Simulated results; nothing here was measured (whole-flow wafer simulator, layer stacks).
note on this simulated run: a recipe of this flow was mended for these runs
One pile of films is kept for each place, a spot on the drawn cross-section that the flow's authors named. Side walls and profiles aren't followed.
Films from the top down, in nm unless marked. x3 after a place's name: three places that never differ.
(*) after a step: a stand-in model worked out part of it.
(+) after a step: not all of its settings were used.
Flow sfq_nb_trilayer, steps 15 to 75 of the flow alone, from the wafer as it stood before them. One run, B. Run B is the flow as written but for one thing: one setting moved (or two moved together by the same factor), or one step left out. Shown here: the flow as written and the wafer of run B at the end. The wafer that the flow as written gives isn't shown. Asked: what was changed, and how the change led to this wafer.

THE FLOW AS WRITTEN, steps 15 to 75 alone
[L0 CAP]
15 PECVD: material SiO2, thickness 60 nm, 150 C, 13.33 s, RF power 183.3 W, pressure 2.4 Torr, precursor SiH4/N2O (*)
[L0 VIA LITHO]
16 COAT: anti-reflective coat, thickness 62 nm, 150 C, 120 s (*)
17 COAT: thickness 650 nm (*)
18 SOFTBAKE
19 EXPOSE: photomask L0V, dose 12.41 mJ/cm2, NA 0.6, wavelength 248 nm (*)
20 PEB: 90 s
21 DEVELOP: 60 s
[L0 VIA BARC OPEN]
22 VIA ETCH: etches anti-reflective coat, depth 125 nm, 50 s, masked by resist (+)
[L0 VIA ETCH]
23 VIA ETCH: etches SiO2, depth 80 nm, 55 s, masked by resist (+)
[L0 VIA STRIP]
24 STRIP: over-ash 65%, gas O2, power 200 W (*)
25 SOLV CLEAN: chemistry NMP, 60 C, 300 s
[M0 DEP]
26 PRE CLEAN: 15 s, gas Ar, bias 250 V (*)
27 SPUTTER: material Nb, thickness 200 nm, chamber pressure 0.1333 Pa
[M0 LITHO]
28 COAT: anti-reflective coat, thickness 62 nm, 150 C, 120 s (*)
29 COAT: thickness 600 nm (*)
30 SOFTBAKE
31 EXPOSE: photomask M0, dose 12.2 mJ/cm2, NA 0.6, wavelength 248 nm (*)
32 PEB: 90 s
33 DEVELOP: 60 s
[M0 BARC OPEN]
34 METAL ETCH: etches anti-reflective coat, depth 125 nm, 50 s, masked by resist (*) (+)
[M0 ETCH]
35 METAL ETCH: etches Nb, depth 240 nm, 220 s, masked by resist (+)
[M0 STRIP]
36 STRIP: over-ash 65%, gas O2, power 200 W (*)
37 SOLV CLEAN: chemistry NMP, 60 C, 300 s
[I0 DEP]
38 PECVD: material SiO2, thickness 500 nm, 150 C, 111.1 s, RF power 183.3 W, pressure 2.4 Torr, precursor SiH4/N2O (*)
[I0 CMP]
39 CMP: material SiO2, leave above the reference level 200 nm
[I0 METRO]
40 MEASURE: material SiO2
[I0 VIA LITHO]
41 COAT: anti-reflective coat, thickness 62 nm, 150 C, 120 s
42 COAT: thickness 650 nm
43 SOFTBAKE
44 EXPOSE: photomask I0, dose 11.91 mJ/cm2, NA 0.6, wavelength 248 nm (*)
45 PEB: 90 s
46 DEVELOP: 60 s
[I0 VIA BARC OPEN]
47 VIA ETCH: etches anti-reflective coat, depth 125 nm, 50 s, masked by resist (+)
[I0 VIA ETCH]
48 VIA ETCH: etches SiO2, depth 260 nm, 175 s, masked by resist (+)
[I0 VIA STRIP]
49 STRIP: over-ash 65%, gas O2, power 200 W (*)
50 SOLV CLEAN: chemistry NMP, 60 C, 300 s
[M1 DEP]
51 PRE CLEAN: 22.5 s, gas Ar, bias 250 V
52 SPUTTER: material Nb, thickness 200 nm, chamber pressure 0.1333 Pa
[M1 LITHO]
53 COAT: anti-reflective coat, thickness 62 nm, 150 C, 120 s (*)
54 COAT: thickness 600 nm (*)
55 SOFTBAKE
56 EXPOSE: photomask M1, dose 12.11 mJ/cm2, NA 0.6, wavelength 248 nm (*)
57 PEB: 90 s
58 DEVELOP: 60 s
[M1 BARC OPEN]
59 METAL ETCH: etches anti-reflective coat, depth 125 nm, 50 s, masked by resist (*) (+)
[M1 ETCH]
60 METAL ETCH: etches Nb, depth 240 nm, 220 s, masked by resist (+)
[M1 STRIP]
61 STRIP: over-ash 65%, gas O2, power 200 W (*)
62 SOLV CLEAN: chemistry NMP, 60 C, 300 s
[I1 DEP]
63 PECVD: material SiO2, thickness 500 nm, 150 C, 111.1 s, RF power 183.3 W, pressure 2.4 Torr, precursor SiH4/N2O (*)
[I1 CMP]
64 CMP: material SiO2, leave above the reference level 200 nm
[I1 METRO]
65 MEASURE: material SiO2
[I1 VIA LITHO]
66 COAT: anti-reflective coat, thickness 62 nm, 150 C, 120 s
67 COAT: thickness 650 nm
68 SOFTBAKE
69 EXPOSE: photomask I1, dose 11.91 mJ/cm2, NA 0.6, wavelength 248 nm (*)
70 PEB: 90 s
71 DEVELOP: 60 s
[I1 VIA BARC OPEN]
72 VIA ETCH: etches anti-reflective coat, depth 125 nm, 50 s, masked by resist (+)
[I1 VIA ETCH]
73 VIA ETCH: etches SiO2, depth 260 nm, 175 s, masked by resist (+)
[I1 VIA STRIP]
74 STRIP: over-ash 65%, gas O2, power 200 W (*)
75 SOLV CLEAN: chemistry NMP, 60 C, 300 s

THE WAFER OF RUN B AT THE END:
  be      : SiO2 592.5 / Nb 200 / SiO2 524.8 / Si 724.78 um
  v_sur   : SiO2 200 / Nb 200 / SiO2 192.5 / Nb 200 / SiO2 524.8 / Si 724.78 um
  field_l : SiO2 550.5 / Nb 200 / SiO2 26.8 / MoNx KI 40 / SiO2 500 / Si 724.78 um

The cause: step 15, PECVD: RF power 73.32 W was run, where the flow has RF power 183.3 W.

How the change led to this, step by step:
  15 PECVD: material SiO2, thickness 60 nm, 150 C, 13.33 s, RF power 183.3 W, pressure 2.4 Torr, precursor SiH4/N2O (*)
      v_sur, via_wl, via_w and 97 more: SiO2 +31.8 (as written it would be: SiO2 +60)
      field_l, l0_sur, l0v, l0r_line_l, l0r_line_c, l0r_line_r: SiO2 +31.8 (new film) (as written it would be: SiO2 +60 (new film))
  23 VIA ETCH: etches SiO2, depth 80 nm, 55 s, masked by resist (+)
      l0v: SiO2 -31.5 (all of it), MoNx KI -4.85 (as written it would be: SiO2 -59.7 (all of it), MoNx KI -2.03)
  27 SPUTTER: material Nb, thickness 200 nm, chamber pressure 0.1333 Pa
      l0v: Nb +200 (new film) (as written it would be: Nb +195.4 (new film))
  28 COAT: anti-reflective coat, thickness 62 nm, 150 C, 120 s (*)
      ln_m6: anti-reflective coat +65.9 (new film) (as written it would be: anti-reflective coat +67.9 (new film))
      l0_sur: anti-reflective coat +37.8 (new film) (as written it would be: anti-reflective coat +29.3 (new film))
      (and at 1 more place)
  36 STRIP: over-ash 65%, gas O2, power 200 W (*)
      ln_m6: KrF-resist-other-grade -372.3 (all of it), anti-reflective coat -65.9 (all of it) (as written it would be: KrF-resist-other-grade -369.9 (all of it), anti-reflective coat -67.9 (all of it))
      l0_sur: KrF-resist-other-grade -365.5 (all of it), anti-reflective coat -37.8 (all of it) (as written it would be: KrF-resist-other-grade -370 (all of it), anti-reflective coat -29.3 (all of it))
      (and at 1 more place)
  39 CMP: material SiO2, leave above the reference level 200 nm
      l0v: SiO2 -307.4 (as written it would be: SiO2 -277.4)
